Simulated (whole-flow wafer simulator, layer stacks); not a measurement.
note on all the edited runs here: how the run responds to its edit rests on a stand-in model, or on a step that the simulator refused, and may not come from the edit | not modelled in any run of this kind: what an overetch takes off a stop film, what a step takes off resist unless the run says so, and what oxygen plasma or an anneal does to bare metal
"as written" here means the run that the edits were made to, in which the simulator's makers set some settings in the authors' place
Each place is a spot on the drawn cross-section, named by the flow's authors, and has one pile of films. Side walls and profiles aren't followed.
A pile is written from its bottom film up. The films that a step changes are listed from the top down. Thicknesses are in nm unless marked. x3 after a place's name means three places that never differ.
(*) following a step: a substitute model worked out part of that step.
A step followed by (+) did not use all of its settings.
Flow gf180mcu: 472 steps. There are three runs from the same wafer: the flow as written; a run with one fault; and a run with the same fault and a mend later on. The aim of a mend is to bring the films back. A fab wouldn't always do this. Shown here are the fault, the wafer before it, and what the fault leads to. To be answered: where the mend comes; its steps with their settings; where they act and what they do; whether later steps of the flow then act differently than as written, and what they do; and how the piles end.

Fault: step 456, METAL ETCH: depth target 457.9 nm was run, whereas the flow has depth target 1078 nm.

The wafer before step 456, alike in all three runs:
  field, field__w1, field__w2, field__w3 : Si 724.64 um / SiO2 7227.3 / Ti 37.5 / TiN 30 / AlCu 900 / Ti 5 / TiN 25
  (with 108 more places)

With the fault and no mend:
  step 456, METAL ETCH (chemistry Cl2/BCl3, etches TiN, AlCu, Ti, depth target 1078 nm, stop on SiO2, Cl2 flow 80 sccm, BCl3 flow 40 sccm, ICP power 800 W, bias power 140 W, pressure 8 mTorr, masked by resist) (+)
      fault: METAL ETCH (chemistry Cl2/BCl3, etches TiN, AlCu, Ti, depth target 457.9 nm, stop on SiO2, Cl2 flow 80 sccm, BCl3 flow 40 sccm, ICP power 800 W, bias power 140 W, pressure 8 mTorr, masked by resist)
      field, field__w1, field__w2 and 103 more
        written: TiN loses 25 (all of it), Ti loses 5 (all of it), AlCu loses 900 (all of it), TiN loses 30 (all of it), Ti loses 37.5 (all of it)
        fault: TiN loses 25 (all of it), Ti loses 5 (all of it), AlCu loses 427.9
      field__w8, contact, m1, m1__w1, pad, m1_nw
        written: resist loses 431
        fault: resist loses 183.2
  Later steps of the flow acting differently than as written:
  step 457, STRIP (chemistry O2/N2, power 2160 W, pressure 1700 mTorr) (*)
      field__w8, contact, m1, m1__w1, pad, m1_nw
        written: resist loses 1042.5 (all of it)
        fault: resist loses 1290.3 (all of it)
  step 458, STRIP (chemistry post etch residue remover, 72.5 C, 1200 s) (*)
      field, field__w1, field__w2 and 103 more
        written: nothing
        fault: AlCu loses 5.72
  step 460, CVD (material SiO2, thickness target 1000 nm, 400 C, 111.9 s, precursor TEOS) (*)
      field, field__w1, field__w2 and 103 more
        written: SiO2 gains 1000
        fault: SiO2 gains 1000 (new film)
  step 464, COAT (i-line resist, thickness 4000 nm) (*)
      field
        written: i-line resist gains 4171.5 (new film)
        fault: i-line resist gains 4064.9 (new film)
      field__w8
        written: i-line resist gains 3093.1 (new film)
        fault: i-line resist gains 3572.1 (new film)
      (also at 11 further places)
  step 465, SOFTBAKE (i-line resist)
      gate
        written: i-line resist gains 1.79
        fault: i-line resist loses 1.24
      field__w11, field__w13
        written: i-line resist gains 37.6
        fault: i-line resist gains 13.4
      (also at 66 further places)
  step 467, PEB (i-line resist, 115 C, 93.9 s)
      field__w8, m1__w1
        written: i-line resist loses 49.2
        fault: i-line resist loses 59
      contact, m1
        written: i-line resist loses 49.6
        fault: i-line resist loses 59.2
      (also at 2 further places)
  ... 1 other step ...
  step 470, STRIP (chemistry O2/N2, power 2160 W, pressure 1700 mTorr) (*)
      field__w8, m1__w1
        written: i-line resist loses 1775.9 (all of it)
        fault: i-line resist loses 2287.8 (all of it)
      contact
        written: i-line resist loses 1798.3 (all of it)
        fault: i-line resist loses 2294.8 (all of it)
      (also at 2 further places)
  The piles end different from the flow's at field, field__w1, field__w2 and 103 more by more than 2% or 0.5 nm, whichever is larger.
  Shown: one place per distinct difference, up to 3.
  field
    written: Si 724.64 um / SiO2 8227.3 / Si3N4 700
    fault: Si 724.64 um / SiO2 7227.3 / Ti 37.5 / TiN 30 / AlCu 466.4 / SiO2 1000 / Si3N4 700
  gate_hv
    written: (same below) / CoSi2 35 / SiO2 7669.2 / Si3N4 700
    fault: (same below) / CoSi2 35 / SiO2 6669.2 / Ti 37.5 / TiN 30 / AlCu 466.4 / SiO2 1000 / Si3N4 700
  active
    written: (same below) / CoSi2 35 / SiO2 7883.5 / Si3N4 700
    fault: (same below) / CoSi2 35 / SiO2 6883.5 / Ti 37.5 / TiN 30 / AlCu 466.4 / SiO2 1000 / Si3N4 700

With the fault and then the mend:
  The mend stands after step 458.
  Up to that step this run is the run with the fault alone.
  step 458a, DEHYDRATE (200 C, 60 s) (a further turn of the flow's step 449)
      alters no film at any place that is followed
  step 458b, HMDS (120 C, 60 s) (a further turn of the flow's step 450)
      alters no film at any place that is followed
  step 458c, COAT (resist, thickness 1500 nm) (*) (a further turn of the flow's step 451)
      iso_ptap_pw, iso_ntap_nw, iso_nw_fld and 33 more
        resist gains 1500 (new film)
      field__w10, field_sub, field_sub__w1 and 7 more
        resist gains 1506.2 (new film)
      field_sub__w4, ld_gate_p, ld_acc_p, ld_fp_p, ld_drift_p, ld_drn_p
        resist gains 1506.1 (new film)
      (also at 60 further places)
  step 458d, SOFTBAKE (resist) (a further turn of the flow's step 452)
      field__w6, field__w13, field_sub__w1
        resist loses 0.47
      field__w2, field__w3
        resist loses 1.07
      active_hv, ppoly_sal
        resist loses 0.99
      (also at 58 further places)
  step 458e, EXPOSE (photomask MetalTop) (a further turn of the flow's step 453)
      alters no film at any place that is followed
  step 458f, PEB (resist, 70.3 s) (a further turn of the flow's step 454)
      field__w2, field__w3, field__w5 and 45 more
        resist loses 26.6
      iso_ptap_pw, iso_ntap_nw, iso_nw_fld and 33 more
        resist loses 26.5
      gate_hv, sd_p, gate_p, nw_enc_fld_lv__w3, polyc_n, polyc_p, polyc_p_rim
        resist loses 27
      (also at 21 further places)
  step 458g, DEVELOP (thickness 1500 nm, 60 s) (a further turn of the flow's step 455)
      iso_ptap_pw, iso_ntap_nw, iso_nw_fld and 33 more
        resist loses 1473.5 (all of it)
      field_sub, field_sub__w1, field_sub__w5, ld_gate_n, ld_acc_n, ld_fp_n, ld_drift_n, ld_drn_n
        resist loses 1479.1 (all of it)
      field__w7, field__w11, field__w13, mim, pplus_u, ppoly_u, npoly_sal
        resist loses 1479.9 (all of it)
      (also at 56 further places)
  step 458h, METAL ETCH (chemistry Cl2/BCl3, etches TiN, AlCu, Ti, depth target 619.6 nm, stop on SiO2, Cl2 flow 80 sccm, BCl3 flow 40 sccm, ICP power 800 W, bias power 140 W, pressure 8 mTorr, masked by resist) (+) (a further turn of the flow's step 456, with different settings)
      field, field__w1, field__w2 and 103 more
        AlCu loses 466.4 (all of it), TiN loses 30 (all of it), Ti loses 37.5 (all of it)
      field__w8, contact, m1, m1__w1, pad, m1_nw
        resist loses 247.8
  step 458i, STRIP (chemistry O2/N2, power 2160 W, pressure 1700 mTorr) (*) (a further turn of the flow's step 457)
      field__w8
        resist loses 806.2 (all of it)
      contact
        resist loses 805.1 (all of it)
      m1
        resist loses 805.2 (all of it)
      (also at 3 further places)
  step 458j, STRIP (chemistry post etch residue remover, 72.5 C, 1200 s) (*) (a further turn of the flow's step 458)
      field__w8, contact, m1, m1__w1, pad, m1_nw
        TiN loses 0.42
  Every later step of the flow that is run acts as written, at every place that is followed, to within 2% or 0.5 nm, whichever is larger.
  At the end the piles are close to the flow's at the places that both follow, differing by at most 2% or 0.5 nm, whichever is larger.
